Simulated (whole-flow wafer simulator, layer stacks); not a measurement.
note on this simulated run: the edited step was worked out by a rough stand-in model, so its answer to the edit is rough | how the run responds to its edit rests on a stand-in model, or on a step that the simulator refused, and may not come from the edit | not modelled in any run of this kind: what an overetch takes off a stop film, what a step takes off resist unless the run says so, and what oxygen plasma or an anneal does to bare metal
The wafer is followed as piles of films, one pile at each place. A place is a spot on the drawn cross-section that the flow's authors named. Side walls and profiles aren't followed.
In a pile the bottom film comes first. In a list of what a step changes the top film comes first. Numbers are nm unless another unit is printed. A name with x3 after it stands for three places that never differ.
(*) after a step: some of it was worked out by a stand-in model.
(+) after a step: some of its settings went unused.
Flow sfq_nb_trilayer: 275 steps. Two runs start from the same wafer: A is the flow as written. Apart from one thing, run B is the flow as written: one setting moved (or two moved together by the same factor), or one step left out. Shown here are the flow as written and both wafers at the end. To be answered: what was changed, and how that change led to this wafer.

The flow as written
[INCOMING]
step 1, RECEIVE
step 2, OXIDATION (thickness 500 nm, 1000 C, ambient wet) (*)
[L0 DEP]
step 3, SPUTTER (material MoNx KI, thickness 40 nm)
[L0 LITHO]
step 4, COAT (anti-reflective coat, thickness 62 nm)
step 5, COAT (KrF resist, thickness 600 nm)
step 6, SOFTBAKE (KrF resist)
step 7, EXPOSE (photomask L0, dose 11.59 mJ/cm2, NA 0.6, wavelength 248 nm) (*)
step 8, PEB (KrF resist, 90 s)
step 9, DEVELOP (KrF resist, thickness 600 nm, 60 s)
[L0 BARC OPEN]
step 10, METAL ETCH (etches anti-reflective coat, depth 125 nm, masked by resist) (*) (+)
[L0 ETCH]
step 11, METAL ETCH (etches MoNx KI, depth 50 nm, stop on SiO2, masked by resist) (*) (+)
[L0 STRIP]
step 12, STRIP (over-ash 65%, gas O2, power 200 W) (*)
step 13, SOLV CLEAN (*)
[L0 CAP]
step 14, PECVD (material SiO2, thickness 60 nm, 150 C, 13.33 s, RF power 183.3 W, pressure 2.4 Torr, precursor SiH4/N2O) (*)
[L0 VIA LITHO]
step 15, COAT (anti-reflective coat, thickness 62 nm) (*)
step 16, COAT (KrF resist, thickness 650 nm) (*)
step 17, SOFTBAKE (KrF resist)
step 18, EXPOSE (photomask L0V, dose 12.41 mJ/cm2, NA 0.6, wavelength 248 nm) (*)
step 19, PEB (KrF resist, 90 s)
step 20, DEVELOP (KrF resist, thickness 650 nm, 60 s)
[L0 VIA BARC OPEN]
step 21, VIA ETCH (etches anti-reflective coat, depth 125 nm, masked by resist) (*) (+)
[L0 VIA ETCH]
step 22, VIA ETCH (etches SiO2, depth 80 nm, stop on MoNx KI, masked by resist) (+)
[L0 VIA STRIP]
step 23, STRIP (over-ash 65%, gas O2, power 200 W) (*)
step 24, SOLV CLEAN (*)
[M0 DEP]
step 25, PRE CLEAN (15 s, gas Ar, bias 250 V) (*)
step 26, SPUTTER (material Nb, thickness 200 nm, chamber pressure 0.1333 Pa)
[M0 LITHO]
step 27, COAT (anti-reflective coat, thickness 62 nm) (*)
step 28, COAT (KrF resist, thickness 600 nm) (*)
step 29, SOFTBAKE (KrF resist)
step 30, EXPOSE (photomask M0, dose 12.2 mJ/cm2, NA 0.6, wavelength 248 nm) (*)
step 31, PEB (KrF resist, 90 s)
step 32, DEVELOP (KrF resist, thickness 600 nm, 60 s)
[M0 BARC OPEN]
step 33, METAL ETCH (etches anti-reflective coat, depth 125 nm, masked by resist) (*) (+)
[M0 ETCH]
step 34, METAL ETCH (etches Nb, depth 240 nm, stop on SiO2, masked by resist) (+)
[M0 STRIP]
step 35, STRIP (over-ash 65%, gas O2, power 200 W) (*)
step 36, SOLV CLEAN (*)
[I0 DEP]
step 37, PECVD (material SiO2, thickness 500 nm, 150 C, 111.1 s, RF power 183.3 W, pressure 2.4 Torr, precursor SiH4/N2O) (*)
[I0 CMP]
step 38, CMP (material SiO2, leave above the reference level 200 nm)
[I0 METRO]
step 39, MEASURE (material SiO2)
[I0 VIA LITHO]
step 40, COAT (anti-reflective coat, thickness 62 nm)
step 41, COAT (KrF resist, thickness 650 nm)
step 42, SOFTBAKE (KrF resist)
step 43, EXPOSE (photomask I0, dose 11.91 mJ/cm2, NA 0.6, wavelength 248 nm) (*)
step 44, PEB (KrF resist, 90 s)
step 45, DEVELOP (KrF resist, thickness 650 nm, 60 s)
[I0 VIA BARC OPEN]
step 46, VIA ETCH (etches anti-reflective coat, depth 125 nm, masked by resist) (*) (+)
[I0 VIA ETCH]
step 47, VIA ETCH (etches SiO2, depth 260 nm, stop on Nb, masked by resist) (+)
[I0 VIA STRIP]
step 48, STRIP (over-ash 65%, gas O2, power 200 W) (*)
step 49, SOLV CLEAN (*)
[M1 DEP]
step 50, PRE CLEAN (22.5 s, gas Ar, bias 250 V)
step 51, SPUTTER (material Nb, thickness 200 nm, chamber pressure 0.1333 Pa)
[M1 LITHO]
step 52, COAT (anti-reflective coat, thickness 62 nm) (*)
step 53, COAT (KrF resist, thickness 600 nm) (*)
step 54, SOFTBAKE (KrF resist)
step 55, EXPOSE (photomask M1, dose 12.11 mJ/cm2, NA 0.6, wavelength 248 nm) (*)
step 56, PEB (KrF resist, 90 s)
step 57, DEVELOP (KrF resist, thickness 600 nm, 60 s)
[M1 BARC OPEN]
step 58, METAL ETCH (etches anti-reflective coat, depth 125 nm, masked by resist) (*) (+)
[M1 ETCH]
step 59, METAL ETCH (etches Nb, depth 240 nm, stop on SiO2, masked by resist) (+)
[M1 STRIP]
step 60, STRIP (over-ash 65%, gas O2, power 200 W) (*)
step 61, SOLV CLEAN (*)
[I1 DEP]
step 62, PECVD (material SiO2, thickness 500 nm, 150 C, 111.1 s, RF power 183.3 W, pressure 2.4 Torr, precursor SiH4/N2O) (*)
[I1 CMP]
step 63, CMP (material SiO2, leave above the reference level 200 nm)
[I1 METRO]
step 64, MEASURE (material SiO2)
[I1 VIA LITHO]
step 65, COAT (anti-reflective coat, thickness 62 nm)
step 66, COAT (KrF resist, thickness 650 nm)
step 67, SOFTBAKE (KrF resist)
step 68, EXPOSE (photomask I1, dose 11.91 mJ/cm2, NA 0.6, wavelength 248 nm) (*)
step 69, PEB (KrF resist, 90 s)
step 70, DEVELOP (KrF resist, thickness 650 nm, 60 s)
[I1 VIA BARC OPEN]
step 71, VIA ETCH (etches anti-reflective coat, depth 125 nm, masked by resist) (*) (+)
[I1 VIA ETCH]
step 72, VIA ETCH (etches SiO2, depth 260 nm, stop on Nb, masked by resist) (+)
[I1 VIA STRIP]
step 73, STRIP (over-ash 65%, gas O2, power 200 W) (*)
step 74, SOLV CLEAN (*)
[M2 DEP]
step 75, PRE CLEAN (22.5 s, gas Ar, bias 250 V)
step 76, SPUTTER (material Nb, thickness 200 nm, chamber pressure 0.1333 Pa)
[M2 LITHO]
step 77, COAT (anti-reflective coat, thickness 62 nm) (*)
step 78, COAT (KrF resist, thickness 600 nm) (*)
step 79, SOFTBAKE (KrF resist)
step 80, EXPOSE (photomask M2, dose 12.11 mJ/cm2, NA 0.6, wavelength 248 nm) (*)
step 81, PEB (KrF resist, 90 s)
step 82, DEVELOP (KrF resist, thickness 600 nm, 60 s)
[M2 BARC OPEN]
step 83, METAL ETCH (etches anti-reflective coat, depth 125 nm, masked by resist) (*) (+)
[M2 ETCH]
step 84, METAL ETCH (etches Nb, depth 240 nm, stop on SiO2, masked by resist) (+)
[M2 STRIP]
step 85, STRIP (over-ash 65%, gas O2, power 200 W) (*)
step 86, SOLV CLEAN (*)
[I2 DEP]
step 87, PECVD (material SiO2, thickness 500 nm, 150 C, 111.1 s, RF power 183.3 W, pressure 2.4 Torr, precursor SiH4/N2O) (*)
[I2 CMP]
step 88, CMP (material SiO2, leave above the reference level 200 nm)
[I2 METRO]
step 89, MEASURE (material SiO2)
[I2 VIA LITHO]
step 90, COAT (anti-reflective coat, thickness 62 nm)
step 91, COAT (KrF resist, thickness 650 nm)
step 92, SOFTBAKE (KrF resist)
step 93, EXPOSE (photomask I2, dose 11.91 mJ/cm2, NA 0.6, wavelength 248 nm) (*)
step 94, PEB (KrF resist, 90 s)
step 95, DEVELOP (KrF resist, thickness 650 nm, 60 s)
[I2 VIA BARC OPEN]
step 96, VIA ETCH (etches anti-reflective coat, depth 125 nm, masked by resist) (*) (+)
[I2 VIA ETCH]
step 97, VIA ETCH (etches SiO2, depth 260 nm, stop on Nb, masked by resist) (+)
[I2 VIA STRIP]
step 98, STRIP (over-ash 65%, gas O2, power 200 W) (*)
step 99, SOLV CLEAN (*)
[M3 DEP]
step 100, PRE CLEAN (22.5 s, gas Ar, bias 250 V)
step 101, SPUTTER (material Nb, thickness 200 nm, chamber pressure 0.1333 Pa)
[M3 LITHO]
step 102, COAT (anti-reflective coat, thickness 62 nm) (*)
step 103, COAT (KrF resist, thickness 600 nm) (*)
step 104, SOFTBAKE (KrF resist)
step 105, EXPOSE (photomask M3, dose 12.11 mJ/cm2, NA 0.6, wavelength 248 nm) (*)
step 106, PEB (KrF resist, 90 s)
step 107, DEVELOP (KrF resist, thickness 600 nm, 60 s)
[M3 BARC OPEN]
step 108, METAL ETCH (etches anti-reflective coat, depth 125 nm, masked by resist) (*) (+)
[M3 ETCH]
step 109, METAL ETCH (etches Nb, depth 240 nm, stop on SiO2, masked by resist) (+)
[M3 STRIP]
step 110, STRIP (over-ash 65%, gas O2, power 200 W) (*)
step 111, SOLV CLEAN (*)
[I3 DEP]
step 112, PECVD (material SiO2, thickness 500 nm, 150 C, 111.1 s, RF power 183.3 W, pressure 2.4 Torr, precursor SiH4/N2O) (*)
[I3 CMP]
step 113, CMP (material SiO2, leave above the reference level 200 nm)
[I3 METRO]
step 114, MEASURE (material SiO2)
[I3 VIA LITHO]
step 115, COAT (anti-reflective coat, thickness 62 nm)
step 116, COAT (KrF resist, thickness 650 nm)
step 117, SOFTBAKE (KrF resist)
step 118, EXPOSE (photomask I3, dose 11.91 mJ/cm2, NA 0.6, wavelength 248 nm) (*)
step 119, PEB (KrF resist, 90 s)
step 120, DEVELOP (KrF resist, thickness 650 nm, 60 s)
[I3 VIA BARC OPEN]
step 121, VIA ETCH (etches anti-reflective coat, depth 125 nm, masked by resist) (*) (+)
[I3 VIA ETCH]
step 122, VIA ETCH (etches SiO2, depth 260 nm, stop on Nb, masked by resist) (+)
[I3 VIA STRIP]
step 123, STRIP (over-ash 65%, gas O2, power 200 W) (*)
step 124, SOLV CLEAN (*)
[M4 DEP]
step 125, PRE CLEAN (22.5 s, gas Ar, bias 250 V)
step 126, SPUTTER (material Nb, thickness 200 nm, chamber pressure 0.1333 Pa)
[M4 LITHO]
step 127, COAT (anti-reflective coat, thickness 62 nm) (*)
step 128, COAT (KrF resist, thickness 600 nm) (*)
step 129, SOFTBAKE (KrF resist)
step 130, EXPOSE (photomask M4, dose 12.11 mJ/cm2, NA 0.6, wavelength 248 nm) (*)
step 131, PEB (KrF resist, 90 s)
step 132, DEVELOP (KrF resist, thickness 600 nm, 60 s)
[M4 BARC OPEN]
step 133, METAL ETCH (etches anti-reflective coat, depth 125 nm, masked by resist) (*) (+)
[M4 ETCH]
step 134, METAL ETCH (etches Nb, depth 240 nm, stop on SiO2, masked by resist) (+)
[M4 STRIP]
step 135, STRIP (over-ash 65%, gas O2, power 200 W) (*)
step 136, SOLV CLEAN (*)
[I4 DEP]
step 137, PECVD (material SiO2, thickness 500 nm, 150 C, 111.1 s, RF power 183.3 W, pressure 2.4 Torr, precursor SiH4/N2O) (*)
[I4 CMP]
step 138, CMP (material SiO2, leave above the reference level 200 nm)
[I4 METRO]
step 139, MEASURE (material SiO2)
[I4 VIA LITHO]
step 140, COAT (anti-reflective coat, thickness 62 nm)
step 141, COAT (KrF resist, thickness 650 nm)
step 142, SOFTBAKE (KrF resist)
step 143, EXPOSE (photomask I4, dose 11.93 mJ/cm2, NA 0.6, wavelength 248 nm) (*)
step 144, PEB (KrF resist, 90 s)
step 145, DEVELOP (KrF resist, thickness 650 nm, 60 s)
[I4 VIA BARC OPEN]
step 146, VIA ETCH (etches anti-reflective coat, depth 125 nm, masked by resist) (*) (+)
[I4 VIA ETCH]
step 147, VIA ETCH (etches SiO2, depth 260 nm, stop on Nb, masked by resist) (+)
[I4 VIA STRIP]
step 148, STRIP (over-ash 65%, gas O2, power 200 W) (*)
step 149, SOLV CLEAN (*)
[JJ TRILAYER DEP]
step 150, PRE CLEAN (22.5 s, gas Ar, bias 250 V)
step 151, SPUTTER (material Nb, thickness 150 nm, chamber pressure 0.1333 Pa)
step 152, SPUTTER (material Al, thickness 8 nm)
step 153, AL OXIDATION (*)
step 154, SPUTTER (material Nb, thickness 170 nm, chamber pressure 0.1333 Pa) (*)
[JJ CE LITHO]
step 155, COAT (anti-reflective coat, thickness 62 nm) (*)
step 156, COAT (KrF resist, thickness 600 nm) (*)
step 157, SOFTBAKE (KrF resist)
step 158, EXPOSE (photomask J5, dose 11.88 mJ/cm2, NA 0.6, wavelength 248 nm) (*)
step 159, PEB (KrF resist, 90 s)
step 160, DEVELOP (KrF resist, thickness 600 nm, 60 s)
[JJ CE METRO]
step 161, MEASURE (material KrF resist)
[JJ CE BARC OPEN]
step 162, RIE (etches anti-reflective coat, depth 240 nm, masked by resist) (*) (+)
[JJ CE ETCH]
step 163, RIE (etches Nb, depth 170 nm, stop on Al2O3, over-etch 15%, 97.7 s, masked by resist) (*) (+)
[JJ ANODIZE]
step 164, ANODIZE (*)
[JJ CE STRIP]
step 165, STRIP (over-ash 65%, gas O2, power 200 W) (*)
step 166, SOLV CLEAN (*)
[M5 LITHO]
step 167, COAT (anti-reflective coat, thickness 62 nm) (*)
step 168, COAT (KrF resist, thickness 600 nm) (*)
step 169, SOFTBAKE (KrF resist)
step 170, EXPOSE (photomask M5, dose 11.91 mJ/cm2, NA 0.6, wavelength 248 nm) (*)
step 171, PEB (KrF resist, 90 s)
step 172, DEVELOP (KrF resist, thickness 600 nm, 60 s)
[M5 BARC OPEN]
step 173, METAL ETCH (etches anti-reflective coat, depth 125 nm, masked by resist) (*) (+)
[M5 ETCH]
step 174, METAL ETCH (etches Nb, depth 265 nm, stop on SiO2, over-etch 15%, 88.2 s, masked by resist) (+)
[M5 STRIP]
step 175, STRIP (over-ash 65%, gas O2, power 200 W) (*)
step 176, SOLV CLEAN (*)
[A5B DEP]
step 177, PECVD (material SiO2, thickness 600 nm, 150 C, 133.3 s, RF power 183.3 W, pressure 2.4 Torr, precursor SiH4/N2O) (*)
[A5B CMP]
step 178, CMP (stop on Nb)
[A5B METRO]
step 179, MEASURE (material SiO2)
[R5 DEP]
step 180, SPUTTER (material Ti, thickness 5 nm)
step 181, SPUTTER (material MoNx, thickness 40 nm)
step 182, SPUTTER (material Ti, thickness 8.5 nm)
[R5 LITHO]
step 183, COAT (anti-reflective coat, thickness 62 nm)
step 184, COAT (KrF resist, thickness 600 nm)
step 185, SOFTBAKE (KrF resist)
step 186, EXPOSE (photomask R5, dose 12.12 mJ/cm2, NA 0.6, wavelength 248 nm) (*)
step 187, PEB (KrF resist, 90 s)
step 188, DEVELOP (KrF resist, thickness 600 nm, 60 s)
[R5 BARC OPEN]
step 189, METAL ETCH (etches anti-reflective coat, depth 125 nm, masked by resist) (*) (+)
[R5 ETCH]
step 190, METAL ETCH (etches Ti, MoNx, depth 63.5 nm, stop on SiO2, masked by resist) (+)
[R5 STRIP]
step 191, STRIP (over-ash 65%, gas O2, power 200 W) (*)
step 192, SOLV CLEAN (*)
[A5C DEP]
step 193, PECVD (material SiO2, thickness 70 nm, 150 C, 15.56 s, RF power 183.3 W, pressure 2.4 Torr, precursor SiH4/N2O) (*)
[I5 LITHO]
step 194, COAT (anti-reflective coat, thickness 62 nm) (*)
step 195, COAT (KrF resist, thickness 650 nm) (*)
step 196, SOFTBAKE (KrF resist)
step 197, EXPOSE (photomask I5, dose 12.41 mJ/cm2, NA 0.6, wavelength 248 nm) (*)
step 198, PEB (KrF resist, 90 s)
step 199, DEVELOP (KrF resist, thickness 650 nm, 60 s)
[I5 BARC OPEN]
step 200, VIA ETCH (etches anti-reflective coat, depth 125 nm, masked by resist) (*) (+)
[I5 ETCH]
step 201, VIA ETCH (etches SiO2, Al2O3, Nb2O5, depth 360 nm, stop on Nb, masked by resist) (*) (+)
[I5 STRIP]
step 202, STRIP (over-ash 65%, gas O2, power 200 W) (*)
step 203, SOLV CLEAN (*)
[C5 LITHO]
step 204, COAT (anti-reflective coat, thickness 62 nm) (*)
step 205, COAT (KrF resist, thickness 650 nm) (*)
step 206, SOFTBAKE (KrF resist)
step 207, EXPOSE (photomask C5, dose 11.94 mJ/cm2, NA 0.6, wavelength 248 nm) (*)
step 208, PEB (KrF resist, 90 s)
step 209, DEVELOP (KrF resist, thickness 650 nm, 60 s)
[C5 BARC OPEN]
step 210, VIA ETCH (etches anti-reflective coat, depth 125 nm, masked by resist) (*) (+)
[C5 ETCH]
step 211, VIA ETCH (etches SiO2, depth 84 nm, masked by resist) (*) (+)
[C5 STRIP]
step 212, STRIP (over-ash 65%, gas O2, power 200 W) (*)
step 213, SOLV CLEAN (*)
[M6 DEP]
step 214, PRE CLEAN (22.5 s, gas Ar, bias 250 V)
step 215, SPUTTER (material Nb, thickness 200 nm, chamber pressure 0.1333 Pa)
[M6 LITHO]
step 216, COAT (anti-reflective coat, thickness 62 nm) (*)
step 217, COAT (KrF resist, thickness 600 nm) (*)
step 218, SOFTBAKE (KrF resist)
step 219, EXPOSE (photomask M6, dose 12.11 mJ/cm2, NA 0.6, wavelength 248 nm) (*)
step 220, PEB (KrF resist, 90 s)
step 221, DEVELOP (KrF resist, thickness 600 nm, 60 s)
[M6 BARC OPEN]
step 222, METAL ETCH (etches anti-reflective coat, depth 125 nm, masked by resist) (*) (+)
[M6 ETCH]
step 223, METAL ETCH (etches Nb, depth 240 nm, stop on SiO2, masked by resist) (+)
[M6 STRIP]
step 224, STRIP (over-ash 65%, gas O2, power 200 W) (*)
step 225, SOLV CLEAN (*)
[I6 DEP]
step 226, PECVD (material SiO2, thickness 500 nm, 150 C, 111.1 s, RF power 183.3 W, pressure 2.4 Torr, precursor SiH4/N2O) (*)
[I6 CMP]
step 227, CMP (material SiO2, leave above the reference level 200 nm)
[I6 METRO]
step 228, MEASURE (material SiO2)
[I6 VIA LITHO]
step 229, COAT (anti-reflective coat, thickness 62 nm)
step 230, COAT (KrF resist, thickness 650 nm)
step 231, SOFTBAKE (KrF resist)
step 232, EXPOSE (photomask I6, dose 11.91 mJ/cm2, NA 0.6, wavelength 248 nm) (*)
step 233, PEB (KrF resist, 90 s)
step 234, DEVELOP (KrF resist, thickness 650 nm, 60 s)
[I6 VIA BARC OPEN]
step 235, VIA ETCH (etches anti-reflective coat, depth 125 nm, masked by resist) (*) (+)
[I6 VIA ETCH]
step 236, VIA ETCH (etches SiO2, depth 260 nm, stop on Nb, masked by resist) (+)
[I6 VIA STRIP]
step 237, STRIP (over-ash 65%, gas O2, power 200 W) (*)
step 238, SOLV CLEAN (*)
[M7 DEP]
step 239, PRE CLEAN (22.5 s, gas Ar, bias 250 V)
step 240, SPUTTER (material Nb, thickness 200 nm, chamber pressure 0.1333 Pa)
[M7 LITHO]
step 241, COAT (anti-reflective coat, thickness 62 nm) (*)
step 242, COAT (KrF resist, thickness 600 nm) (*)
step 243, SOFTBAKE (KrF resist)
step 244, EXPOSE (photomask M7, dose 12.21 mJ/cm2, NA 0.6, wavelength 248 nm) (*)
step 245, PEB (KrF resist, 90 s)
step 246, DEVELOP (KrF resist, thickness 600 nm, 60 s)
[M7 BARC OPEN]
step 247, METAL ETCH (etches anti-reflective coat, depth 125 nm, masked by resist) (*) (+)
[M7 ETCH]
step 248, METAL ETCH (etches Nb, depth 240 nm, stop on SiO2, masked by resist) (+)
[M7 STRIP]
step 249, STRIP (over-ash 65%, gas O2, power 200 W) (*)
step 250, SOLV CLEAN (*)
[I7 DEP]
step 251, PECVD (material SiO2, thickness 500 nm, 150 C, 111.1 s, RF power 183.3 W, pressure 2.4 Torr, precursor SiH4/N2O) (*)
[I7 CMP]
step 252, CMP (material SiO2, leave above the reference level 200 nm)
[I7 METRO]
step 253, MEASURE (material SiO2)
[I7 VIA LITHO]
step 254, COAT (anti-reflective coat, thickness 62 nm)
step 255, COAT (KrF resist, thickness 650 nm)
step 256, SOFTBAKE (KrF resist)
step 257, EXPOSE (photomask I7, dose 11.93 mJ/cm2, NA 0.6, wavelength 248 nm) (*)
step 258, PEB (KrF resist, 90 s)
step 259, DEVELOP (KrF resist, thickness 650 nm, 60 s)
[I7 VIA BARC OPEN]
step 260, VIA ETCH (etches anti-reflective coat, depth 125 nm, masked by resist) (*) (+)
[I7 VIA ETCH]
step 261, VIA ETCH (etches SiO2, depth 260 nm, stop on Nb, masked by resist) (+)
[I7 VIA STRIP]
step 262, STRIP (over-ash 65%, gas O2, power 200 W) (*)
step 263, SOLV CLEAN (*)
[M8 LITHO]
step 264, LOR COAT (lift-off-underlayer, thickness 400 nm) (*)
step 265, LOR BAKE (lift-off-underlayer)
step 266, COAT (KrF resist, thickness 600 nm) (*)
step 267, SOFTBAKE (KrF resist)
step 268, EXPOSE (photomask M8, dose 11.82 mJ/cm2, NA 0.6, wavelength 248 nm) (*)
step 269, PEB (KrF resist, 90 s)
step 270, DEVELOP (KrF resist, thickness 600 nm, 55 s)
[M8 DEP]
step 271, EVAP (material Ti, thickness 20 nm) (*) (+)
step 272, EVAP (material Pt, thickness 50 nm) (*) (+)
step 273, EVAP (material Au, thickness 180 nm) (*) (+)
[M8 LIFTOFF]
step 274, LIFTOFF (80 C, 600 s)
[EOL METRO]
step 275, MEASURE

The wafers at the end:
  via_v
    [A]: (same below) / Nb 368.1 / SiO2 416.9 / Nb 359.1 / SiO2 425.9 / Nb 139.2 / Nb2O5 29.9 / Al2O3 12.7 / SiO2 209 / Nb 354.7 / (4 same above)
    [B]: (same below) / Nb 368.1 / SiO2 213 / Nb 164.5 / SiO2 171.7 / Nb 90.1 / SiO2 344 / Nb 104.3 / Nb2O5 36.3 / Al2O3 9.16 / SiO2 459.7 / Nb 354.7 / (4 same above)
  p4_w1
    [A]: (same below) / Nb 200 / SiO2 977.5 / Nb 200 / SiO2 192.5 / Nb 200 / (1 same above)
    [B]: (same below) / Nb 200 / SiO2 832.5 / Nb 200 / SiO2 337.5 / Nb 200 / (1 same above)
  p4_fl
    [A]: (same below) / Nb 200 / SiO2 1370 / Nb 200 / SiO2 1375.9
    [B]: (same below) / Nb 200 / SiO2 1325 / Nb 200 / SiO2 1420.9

The reason: step 87, PECVD: thickness 255 nm was run, though the flow has thickness 500 nm; step 87, PECVD: 56.67 s was run, where the flow has 111.1 s.

The path from the change to this, step by step:
  step 87, PECVD (material SiO2, thickness 500 nm, 150 C, 111.1 s, RF power 183.3 W, pressure 2.4 Torr, precursor SiH4/N2O) (*)
      field_l, be, be_sur and 81 more: A +500 SiO2 | B +255 SiO2
      v_sur, via_wl, via_w and 18 more: A +500 SiO2 (new film) | B +255 SiO2 (new film)
      (as well as at 1 more place)
  step 88, CMP (material SiO2, leave above the reference level 200 nm)
      field_l, be, be_sur and 81 more: A -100 SiO2 | B nothing
      via_v: A -181.6 SiO2 | B nothing
      (as well as at 21 more places)
  step 90, COAT (anti-reflective coat, thickness 62 nm)
      m0r_space_l, m0r_space_r, m6r_space_l, m6r_space_r, m7r_space_l, m7r_space_r: A +62 anti-reflective coat (new film) | B +79.6 anti-reflective coat (new film)
      p3_s1, p3_l2, p3_s2, p3_s5, p3_l6: A +62 anti-reflective coat (new film) | B +63.8 anti-reflective coat (new film)
      (as well as at 67 more places)
  step 91, COAT (KrF resist, thickness 650 nm)
      m0r_space_l, m0r_space_r, m5r_space_l, m6r_space_l, m6r_space_r, m7r_space_l, m7r_space_r: A +650 KrF resist (new film) | B +668.4 KrF resist (new film)
      m0r_line_l, m0r_line_r, m6r_line_l, m6r_line_r, m7r_line_l, m7r_line_r: A +650 KrF resist (new film) | B +678.6 KrF resist (new film)
      (as well as at 51 more places)
  step 95, DEVELOP (KrF resist, thickness 650 nm, 60 s)
      via_w: A -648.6 KrF resist (all of it) | B -597.2 KrF resist (all of it)
  step 96, VIA ETCH (etches anti-reflective coat, depth 125 nm, masked by resist) (*) (+)
      field_l, v_sur, via_wl and 102 more: A -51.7 KrF resist | B -41.9 KrF resist
      via_w: A -62 anti-reflective coat (all of it), -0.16 SiO2 | B -50.3 anti-reflective coat (all of it), -0.13 SiO2
  step 98, STRIP (over-ash 65%, gas O2, power 200 W) (*)
      m0r_line_l, m0r_line_r, m6r_line_l, m6r_line_r, m7r_line_l, m7r_line_r: A -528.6 KrF resist (all of it), -62 anti-reflective coat (all of it) | B -566.9 KrF resist (all of it), -62.6 anti-reflective coat (all of it)
      m0r_space_l, m0r_space_r, m6r_space_l, m6r_space_r, m7r_space_l, m7r_space_r: A -528.6 KrF resist (all of it), -62 anti-reflective coat (all of it) | B -556.7 KrF resist (all of it), -79.6 anti-reflective coat (all of it)
      (as well as at 92 more places)
  step 101, SPUTTER (material Nb, thickness 200 nm, chamber pressure 0.1333 Pa)
      via_v: A +200 Nb (new film) | B +164.5 Nb (new film)
  step 102, COAT (anti-reflective coat, thickness 62 nm) (*)
      p3_s1, p3_l2, p3_s2, p3_s5, p3_l6: A +62 anti-reflective coat (new film) | B +63.7 anti-reflective coat (new film)
      jj_sur, ce_r, sp_r: A +61.7 anti-reflective coat (new film) | B +63.1 anti-reflective coat (new film)
      (as well as at 71 more places)
  step 103, COAT (KrF resist, thickness 600 nm) (*)
      m0r_line_l, m6r_line_l, m7r_line_l: A +600 KrF resist (new film) | B +625.9 KrF resist (new film)
      m0r_space_l, m6r_space_l, m7r_space_l: A +600 KrF resist (new film) | B +619.2 KrF resist (new film)
      (as well as at 59 more places)
  step 107, DEVELOP (KrF resist, thickness 600 nm, 60 s)
      m0r_line_l, m6r_line_l, m7r_line_l: A -598.7 KrF resist (all of it) | B -624.6 KrF resist (all of it)
      m0r_space_l, m6r_space_l, m7r_space_l: A -598.7 KrF resist (all of it) | B -617.9 KrF resist (all of it)
      (as well as at 36 more places)
  step 108, METAL ETCH (etches anti-reflective coat, depth 125 nm, masked by resist) (*) (+)
      m5r_linepad_l, m5r_linepad_r, r5r_spacepad_l, r5r_spacepad_r: A -62 anti-reflective coat (all of it) | B -125 anti-reflective coat
      v_sur, via_wl, via_w and 28 more: A -51.7 KrF resist | B -69.4 KrF resist
      (as well as at 48 more places)
  step 109, METAL ETCH (etches Nb, depth 240 nm, stop on SiO2, masked by resist) (+)
      m5r_linepad_l, m5r_linepad_r: A -200 Nb (all of it) | B -12.8 anti-reflective coat (all of it), -200 Nb (all of it)
      r5r_spacepad_l, r5r_spacepad_r: A -200 Nb (all of it) | B -13.7 anti-reflective coat (all of it), -200 Nb (all of it)
  step 110, STRIP (over-ash 65%, gas O2, power 200 W) (*)
      v_sur: A -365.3 KrF resist (all of it), -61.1 anti-reflective coat (all of it) | B -287.3 KrF resist (all of it), -41 anti-reflective coat (all of it)
      via_wl: A -384.2 KrF resist (all of it), -34.2 anti-reflective coat (all of it) | B -301 KrF resist (all of it), -29.1 anti-reflective coat (all of it)
      (as well as at 28 more places)
  step 112, PECVD (material SiO2, thickness 500 nm, 150 C, 111.1 s, RF power 183.3 W, pressure 2.4 Torr, precursor SiH4/N2O) (*)
      via_v: A +500 SiO2 (new film) | B +596.5 SiO2 (new film)
  step 113, CMP (material SiO2, leave above the reference level 200 nm)
      field_l, be, be_sur and 64 more: A -100 SiO2 | B nothing
      p4_w1, p4_w2, p4_w3 and 6 more: A -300 SiO2 | B -155 SiO2
      (as well as at 9 more places)
  ... 32 other steps ...
  step 178, CMP (stop on Nb)
      via_v: A -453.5 SiO2 | B -340.8 SiO2
With metal films that touch counted as one body, via_v has 7 bodies (between them, from the top down: SiO2 437.8; SiO2 459.7 / Al2O3 9.16 / Nb2O5 36.3; SiO2 344; SiO2 171.7; SiO2 213; SiO2 192.5); the flow as written gives 6 bodies (between them, from the top down: SiO2 437.8; SiO2 209 / Al2O3 12.7 / Nb2O5 29.9; SiO2 425.9; SiO2 416.9; SiO2 192.5).
